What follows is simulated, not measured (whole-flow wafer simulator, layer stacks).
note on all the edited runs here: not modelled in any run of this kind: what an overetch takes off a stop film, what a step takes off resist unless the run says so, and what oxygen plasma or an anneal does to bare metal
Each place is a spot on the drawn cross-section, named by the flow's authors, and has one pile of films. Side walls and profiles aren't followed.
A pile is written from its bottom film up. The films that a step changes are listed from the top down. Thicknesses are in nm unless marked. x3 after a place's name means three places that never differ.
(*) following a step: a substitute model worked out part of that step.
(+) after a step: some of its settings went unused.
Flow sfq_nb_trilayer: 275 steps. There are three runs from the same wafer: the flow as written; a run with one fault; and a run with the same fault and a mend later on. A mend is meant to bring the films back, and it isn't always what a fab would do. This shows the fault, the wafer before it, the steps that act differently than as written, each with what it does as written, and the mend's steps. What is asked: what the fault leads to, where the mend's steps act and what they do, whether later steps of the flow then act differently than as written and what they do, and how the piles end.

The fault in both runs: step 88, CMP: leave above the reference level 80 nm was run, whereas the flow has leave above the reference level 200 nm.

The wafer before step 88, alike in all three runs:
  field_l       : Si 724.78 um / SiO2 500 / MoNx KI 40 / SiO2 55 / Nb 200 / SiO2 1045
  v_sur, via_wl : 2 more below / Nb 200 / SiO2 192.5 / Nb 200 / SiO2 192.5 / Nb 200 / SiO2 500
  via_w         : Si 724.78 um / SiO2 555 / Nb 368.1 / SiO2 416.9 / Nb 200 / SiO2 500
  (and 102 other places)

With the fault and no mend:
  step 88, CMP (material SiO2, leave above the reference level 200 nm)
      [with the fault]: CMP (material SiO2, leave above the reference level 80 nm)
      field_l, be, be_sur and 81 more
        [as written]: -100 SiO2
        [with the fault]: -220 SiO2
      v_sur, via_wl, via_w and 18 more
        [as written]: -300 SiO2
        [with the fault]: -420 SiO2
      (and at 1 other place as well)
  Later steps of the flow acting differently than as written (3 more steps, not shown, differ only slightly: by at most 2% or 0.5 nm, whichever is larger):
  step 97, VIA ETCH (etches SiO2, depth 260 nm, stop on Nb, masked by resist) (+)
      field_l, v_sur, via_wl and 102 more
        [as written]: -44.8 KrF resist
        [with the fault]: -20.6 KrF resist
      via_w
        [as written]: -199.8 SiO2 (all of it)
        [with the fault]: -79.8 SiO2 (all of it)
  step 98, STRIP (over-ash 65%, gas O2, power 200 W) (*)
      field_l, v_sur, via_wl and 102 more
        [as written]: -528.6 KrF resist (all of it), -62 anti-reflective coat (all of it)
        [with the fault]: -552.8 KrF resist (all of it), -62 anti-reflective coat (all of it)
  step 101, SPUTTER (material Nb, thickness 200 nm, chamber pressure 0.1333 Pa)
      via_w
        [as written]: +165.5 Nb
        [with the fault]: +192 Nb
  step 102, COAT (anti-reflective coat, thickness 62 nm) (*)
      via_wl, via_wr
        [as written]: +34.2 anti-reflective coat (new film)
        [with the fault]: +40.4 anti-reflective coat (new film)
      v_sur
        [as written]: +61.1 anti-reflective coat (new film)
        [with the fault]: +58.2 anti-reflective coat (new film)
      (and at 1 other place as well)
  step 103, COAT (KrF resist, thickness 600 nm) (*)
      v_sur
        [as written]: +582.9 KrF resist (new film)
        [with the fault]: +595.9 KrF resist (new film)
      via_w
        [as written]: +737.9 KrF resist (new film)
        [with the fault]: +640.1 KrF resist (new film)
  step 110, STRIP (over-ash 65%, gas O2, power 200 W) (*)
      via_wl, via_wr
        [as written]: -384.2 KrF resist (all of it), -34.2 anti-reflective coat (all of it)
        [with the fault]: -393.1 KrF resist (all of it), -40.4 anti-reflective coat (all of it)
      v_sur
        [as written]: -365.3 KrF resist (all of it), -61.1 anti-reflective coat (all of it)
        [with the fault]: -378.3 KrF resist (all of it), -58.2 anti-reflective coat (all of it)
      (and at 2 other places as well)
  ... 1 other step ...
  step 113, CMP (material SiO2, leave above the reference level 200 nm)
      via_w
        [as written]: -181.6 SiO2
        [with the fault]: -213.1 SiO2
  At field_l, v_sur, via_wl and 103 more, the piles at the end differ from the flow's by more than 2% or 0.5 nm, whichever is larger.
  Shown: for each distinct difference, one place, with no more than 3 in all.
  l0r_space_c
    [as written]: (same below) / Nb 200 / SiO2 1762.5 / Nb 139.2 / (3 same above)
    [with the fault]: (same below) / Nb 200 / SiO2 1642.5 / Nb 139.2 / (3 same above)
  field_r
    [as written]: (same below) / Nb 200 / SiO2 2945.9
    [with the fault]: (same below) / Nb 200 / SiO2 2825.9
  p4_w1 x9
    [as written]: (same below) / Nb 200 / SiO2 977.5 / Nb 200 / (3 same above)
    [with the fault]: (same below) / Nb 200 / SiO2 857.5 / Nb 200 / (3 same above)

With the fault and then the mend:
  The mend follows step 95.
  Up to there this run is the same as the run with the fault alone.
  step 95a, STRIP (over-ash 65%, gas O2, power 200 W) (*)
      field_l, v_sur, via_wl and 102 more
        -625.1 KrF resist (all of it), -62 anti-reflective coat (all of it)
      via_w
        -62 anti-reflective coat (all of it)
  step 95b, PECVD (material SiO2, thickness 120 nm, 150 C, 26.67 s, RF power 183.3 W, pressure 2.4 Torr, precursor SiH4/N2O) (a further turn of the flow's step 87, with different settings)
      field_l, v_sur, via_wl and 103 more
        +120 SiO2
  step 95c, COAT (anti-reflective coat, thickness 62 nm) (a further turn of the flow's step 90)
      field_l, v_sur, via_wl and 103 more
        +62 anti-reflective coat (new film)
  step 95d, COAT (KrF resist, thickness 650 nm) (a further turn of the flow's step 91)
      field_l, v_sur, via_wl and 103 more
        +650 KrF resist (new film)
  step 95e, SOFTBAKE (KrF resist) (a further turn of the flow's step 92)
      leaves every film unchanged at each place that is followed
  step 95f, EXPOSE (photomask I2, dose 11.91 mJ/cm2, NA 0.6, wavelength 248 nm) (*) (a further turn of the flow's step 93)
      leaves every film unchanged at each place that is followed
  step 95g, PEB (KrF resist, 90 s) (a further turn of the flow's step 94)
      field_l, v_sur, via_wl and 103 more
        -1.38 KrF resist
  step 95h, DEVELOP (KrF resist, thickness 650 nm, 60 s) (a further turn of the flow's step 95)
      field_l, v_sur, via_wl and 102 more
        -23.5 KrF resist
      via_w
        -648.6 KrF resist (all of it)
  Later steps of the flow that are run all act as written at every place that is followed.
  The piles end the same as the flow's at every place that both follow.
